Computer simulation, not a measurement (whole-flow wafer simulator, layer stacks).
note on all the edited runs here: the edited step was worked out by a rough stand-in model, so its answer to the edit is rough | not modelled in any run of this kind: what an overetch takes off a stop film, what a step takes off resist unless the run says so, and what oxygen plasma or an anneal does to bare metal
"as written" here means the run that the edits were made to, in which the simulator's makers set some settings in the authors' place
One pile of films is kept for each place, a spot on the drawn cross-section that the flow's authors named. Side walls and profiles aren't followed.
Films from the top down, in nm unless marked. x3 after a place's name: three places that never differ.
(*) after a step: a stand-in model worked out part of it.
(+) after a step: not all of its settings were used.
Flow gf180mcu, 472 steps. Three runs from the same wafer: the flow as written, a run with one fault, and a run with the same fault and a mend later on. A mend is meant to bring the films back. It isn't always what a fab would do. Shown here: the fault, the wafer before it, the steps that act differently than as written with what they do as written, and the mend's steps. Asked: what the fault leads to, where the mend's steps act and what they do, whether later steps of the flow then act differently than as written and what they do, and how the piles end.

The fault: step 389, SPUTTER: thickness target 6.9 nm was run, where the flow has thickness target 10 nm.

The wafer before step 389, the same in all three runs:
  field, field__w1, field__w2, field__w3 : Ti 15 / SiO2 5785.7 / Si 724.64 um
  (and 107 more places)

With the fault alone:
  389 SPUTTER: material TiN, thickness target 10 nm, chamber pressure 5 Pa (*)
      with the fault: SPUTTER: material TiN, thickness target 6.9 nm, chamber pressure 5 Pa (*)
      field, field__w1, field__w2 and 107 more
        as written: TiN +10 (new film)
        with the fault: TiN +6.9 (new film)
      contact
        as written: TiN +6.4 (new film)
        with the fault: TiN +4.42 (new film)
  Later steps of the flow that act differently than as written (1 more step differs only slightly, by at most 2% or 0.5 nm, whichever is larger, and isn't shown):
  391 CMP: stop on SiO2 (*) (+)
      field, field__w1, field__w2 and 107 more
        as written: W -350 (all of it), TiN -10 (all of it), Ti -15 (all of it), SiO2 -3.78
        with the fault: W -350 (all of it), TiN -6.9 (all of it), Ti -15 (all of it), SiO2 -3.75
  At the end the piles differ from the flow's by more than 2% or 0.5 nm, whichever is larger, at contact.
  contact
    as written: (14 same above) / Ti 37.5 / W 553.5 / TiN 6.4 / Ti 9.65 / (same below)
    with the fault: (14 same above) / Ti 37.5 / W 555.5 / TiN 4.42 / Ti 9.65 / (same below)

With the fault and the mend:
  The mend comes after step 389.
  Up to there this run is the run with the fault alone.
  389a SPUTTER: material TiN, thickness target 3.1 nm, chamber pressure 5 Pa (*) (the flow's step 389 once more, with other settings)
      field, field__w1, field__w2 and 107 more
        TiN +3.1
      contact
        TiN +1.98
  No later step of the flow acts differently than as written at any place that is followed.
  At the end the piles are the same as the flow's at every place that both follow.
